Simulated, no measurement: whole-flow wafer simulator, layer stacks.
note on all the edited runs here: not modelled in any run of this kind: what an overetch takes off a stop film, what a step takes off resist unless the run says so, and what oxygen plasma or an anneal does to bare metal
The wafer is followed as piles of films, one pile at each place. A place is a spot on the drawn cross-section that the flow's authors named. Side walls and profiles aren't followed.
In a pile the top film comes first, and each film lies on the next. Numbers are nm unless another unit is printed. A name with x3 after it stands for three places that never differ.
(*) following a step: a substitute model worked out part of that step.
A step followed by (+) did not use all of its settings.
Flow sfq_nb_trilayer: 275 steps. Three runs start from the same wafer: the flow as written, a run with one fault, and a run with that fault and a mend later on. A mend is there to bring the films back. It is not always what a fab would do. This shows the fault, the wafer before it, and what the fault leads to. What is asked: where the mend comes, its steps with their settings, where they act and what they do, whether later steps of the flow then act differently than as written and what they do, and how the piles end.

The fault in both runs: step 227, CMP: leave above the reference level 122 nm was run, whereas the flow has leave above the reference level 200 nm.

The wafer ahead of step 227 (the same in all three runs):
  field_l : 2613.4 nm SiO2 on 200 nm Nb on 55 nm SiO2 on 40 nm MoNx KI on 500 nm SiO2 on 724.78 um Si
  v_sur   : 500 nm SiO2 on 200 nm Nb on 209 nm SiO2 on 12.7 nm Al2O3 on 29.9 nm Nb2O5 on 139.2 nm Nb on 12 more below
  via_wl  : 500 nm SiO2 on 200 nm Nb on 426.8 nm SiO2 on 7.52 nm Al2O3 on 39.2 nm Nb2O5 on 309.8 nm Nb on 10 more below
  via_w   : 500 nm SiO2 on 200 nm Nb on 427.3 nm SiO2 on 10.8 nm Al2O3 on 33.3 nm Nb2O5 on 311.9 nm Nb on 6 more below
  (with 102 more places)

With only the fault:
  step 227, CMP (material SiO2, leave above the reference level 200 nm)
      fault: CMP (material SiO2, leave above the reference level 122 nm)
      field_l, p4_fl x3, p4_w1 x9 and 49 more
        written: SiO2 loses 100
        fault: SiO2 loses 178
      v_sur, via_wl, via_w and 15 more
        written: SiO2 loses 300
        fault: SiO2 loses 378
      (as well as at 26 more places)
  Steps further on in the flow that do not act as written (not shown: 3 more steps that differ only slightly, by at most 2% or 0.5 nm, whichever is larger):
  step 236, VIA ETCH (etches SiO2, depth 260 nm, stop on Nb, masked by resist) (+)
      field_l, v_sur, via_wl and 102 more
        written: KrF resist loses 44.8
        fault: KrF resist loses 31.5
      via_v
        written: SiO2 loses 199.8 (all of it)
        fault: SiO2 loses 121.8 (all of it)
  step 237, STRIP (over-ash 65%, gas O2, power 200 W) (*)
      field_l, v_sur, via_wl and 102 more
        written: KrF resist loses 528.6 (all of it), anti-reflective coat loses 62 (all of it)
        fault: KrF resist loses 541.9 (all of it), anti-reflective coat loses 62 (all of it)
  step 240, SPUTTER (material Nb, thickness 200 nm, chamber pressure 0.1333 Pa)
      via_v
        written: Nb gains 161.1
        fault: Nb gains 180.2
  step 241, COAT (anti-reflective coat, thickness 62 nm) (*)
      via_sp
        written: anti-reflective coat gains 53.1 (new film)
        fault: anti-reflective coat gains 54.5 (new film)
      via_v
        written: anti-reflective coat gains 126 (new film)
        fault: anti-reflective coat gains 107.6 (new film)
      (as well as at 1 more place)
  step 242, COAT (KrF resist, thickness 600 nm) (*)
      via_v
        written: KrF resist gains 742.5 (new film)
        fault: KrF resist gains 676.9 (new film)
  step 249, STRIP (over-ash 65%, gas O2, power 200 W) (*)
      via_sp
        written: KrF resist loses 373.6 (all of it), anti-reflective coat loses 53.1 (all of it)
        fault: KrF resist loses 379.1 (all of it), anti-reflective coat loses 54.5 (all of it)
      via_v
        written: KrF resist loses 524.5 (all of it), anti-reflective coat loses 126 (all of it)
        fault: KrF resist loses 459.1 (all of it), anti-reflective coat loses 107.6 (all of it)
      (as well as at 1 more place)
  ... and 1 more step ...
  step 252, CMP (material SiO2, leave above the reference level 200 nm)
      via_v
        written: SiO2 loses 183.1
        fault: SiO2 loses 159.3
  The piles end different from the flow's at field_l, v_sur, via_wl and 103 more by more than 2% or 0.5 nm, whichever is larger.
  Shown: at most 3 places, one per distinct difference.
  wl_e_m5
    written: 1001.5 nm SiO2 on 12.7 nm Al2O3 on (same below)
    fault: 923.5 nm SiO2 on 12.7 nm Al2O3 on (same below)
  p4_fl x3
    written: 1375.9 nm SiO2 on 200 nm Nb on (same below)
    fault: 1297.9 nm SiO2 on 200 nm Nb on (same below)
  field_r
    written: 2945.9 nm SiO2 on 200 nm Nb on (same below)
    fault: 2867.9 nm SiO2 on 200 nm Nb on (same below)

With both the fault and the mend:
  The mend follows step 228.
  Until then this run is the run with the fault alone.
  step 228a, PECVD (material SiO2, thickness 78 nm, 150 C, 17.33 s, RF power 183.3 W, pressure 2.4 Torr, precursor SiH4/N2O) (a further turn of the flow's step 226, with different settings)
      field_l, v_sur, via_wl and 103 more
        SiO2 gains 78
  None of the later steps of the flow acts differently than as written at any place that is followed.
  The piles end the same as the flow's at every place that both follow.
